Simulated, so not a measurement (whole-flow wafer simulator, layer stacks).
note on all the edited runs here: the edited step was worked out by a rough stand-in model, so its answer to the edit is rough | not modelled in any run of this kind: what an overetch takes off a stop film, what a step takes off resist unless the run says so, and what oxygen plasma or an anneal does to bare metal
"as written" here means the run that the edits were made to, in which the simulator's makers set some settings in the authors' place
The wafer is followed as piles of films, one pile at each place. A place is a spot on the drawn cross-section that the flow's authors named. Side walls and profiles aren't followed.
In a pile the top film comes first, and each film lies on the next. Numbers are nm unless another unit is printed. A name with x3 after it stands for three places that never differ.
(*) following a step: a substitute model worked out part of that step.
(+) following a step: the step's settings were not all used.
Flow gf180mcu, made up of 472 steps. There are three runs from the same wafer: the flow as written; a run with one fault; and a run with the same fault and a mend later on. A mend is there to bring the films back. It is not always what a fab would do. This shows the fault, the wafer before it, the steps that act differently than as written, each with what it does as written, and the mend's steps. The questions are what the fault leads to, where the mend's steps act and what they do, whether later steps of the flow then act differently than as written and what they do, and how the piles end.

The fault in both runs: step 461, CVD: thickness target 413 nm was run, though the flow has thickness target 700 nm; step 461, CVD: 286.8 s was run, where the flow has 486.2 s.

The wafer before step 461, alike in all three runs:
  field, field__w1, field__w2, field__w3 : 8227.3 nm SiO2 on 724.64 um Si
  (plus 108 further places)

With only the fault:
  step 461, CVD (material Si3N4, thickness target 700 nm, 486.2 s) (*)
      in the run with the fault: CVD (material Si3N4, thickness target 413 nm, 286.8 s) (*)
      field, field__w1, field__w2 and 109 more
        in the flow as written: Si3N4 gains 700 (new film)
        in the run with the fault: Si3N4 gains 413.1 (new film)
  Steps further on in the flow that do not act as written (4 more steps, not shown, differ only slightly: by at most 2% or 0.5 nm, whichever is larger):
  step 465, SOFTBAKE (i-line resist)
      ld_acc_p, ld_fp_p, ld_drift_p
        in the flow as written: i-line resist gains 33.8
        in the run with the fault: i-line resist gains 32.3
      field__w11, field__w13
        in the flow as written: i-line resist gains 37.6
        in the run with the fault: i-line resist gains 36.2
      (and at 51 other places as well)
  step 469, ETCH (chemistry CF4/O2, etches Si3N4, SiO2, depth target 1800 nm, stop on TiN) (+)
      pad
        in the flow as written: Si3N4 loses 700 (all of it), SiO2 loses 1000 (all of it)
        in the run with the fault: Si3N4 loses 413.1 (all of it), SiO2 loses 1000 (all of it)
  At field, field__w1, field__w2 and 108 more, the piles at the end differ from the flow's by more than 2% or 0.5 nm, whichever is larger.
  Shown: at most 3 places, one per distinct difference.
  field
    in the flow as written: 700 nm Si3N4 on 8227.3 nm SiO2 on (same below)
    in the run with the fault: 413.1 nm Si3N4 on 8227.3 nm SiO2 on (same below)
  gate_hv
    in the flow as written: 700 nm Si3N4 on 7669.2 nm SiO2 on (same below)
    in the run with the fault: 413.1 nm Si3N4 on 7669.2 nm SiO2 on (same below)
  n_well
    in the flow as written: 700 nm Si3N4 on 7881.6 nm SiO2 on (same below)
    in the run with the fault: 413.1 nm Si3N4 on 7881.6 nm SiO2 on (same below)

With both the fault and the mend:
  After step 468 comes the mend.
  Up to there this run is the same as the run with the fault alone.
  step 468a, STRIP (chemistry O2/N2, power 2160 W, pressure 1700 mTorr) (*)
      iso_ptap_pw, iso_ntap_nw, iso_nw_fld and 33 more
        i-line resist loses 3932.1 (all of it)
      p_well, sti, spacer, sd_n, mim_1p0, dice_street
        i-line resist loses 3938.1 (all of it)
      field__w2, field__w3, field__w12
        i-line resist loses 3984.5 (all of it)
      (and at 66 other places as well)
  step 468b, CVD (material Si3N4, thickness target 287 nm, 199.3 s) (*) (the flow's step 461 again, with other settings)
      field, field__w1, field__w2 and 109 more
        Si3N4 gains 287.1
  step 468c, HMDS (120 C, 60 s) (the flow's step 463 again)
      leaves every film unchanged at each place that is followed
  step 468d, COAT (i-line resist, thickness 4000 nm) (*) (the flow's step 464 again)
      iso_ptap_pw, iso_ntap_nw, iso_nw_fld and 33 more
        i-line resist gains 4000 (new film)
      field__w9, field__w13, sd_p_hv, gate_p_hv, nplus_u, npoly_u
        i-line resist gains 4017 (new film)
      p_well, sti, spacer, sd_n, mim_1p0, dice_street
        i-line resist gains 4006.3 (new film)
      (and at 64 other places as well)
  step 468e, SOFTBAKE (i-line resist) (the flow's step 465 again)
      ld_acc_p, ld_fp_p, ld_drift_p
        i-line resist gains 33.8
      field__w2, field_sub__w4
        i-line resist gains 33.4
      field__w11, field__w13
        i-line resist gains 37.6
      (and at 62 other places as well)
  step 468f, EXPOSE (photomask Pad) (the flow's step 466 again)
      leaves every film unchanged at each place that is followed
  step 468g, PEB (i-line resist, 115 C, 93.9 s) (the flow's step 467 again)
      iso_ptap_pw, iso_ntap_nw, iso_nw_fld and 33 more
        i-line resist loses 67.9
      field, field__w2, field__w3 and 25 more
        i-line resist loses 68.8
      field_sub, field_sub__w1, field_sub__w2 and 23 more
        i-line resist loses 68.7
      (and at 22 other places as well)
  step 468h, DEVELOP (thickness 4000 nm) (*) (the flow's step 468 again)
      field__w5, field__w7, field__w13 and 13 more
        i-line resist loses 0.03
      pad
        i-line resist loses 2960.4 (all of it)
  None of the later steps of the flow differs from how it acts as written, at any place that is followed, by more than 2% or 0.5 nm, whichever is larger.
  The piles end only slightly different from the flow's at the places that both follow, by no more than 2% or 0.5 nm, whichever is larger.
